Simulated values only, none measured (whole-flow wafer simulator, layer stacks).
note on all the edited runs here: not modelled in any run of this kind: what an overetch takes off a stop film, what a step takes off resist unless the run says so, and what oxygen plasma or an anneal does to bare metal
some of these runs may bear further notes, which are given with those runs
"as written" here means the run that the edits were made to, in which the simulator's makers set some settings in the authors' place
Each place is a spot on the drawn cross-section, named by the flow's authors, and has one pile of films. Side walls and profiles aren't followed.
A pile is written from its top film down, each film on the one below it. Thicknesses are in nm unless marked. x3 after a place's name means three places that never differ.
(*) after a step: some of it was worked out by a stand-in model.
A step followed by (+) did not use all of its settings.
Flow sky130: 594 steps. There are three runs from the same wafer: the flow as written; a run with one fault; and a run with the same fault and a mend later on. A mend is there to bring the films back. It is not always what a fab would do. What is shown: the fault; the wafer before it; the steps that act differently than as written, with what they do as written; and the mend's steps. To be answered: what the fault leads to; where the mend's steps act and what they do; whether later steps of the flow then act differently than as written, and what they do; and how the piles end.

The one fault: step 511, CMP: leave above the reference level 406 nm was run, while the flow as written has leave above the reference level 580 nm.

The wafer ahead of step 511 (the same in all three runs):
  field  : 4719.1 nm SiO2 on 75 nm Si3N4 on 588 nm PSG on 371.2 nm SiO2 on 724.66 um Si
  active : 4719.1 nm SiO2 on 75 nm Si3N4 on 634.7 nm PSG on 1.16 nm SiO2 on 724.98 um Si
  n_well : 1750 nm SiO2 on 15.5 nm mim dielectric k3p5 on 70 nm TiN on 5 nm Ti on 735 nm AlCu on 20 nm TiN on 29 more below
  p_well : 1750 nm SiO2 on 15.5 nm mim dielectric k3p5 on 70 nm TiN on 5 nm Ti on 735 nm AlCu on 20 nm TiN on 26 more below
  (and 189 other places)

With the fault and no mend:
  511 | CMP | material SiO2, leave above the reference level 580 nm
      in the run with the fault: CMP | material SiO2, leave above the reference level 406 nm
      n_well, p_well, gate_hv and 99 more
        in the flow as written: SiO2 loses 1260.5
        in the run with the fault: SiO2 loses 1434.5
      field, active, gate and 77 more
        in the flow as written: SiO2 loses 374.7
        in the run with the fault: SiO2 loses 548.7
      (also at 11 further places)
  Later steps of the flow acting differently than as written:
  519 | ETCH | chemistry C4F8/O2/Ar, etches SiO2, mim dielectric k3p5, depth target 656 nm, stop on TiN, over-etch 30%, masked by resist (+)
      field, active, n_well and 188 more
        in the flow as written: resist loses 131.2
        in the run with the fault: resist loses 86.2
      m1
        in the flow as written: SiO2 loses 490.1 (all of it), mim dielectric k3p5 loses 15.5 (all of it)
        in the run with the fault: SiO2 loses 316.1 (all of it), mim dielectric k3p5 loses 15.5 (all of it)
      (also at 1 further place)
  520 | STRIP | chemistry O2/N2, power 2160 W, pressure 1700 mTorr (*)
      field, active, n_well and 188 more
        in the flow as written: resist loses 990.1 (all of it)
        in the run with the fault: resist loses 1035.1 (all of it)
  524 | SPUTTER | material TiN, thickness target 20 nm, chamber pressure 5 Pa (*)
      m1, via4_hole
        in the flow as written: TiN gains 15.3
        in the run with the fault: TiN gains 16.5
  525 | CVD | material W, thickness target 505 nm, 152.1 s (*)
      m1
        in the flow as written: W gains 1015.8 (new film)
        in the run with the fault: W gains 643.8 (new film)
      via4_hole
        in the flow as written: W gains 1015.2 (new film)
        in the run with the fault: W gains 644.8 (new film)
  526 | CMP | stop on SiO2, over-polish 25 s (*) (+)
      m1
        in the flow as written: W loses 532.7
        in the run with the fault: W loses 335.9
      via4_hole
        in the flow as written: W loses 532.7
        in the run with the fault: W loses 337.6
  The piles end different from the flow's at field, active, n_well and 190 more by more than 2% or 0.5 nm, whichever is larger.
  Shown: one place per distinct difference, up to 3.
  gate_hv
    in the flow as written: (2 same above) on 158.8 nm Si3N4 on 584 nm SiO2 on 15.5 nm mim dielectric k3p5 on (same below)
    in the run with the fault: (2 same above) on 158.8 nm Si3N4 on 410 nm SiO2 on 15.5 nm mim dielectric k3p5 on (same below)
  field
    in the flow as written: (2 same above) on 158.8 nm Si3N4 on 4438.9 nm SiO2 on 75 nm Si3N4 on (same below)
    in the run with the fault: (2 same above) on 158.8 nm Si3N4 on 4264.9 nm SiO2 on 75 nm Si3N4 on (same below)
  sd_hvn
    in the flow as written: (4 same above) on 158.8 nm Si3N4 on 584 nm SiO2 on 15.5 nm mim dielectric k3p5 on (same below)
    in the run with the fault: (4 same above) on 158.8 nm Si3N4 on 410 nm SiO2 on 15.5 nm mim dielectric k3p5 on (same below)

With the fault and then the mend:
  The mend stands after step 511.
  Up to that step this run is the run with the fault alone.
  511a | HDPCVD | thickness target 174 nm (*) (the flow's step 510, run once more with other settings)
      field, active, n_well and 190 more
        SiO2 gains 174
  Every later step of the flow that is run acts as written at every place that is followed.
  The piles end the same as the flow's at every place that both follow.
